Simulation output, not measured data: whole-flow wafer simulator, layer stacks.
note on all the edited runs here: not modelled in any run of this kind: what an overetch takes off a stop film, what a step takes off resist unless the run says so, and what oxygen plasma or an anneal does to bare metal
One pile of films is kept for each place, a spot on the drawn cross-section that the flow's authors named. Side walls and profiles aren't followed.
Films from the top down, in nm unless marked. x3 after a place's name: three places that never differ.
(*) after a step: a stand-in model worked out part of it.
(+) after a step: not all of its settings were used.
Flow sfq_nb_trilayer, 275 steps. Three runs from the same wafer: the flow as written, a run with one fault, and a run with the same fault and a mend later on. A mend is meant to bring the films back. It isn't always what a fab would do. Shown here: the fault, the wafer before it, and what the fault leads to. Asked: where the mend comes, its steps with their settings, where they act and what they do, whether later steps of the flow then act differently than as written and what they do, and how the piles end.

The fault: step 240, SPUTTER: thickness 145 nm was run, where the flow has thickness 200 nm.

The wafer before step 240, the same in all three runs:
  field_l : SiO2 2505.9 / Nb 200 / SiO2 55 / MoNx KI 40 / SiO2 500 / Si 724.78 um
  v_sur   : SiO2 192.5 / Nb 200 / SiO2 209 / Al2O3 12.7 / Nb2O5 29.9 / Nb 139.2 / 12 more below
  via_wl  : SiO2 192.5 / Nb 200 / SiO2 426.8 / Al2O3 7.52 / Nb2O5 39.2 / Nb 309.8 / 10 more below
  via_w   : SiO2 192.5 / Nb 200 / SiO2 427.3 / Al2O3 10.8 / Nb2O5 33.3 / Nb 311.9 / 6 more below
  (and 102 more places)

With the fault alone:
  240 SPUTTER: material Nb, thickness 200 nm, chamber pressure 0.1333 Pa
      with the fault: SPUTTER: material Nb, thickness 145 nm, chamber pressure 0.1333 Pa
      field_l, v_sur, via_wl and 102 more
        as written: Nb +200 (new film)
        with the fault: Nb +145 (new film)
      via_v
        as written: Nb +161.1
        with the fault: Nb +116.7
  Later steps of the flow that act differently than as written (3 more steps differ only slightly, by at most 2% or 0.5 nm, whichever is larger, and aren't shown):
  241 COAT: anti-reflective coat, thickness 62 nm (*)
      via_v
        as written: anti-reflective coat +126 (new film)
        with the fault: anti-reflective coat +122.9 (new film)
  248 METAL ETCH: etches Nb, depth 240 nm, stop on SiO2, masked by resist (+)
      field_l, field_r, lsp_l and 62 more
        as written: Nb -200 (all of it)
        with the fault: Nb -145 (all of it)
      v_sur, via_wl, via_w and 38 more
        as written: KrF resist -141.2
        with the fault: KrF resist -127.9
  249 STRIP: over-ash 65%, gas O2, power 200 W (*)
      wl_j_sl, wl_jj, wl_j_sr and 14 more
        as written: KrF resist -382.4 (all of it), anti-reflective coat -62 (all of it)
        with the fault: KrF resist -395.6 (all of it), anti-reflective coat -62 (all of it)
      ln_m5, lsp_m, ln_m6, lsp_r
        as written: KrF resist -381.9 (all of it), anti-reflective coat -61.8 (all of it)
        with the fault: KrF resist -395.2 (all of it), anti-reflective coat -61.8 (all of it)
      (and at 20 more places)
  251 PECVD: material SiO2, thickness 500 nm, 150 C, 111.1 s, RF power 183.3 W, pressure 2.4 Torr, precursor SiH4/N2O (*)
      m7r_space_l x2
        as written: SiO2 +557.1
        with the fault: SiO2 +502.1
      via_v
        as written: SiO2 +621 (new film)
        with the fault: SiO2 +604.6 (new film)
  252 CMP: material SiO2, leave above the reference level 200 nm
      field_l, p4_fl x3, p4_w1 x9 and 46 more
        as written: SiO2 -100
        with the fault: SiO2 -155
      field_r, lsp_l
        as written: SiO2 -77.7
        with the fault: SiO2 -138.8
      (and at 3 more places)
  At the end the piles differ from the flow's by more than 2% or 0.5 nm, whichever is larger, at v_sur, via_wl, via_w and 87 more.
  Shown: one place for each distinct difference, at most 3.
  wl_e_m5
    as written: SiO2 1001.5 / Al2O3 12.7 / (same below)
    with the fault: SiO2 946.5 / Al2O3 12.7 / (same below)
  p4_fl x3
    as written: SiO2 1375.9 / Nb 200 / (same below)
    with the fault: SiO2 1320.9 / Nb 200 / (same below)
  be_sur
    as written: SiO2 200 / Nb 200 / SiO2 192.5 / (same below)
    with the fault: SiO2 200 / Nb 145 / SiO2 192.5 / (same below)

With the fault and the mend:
  The mend comes after step 240.
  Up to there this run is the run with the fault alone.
  240a SPUTTER: material Nb, thickness 55 nm, chamber pressure 0.1333 Pa (the flow's step 240 once more, with other settings)
      field_l, v_sur, via_wl and 102 more
        Nb +55
      via_v
        Nb +40.9
  No later step of the flow acts differently than as written, at any place that is followed, by more than 2% or 0.5 nm, whichever is larger.
  At the end the piles differ from the flow's only slightly at the places that both follow, by at most 2% or 0.5 nm, whichever is larger.
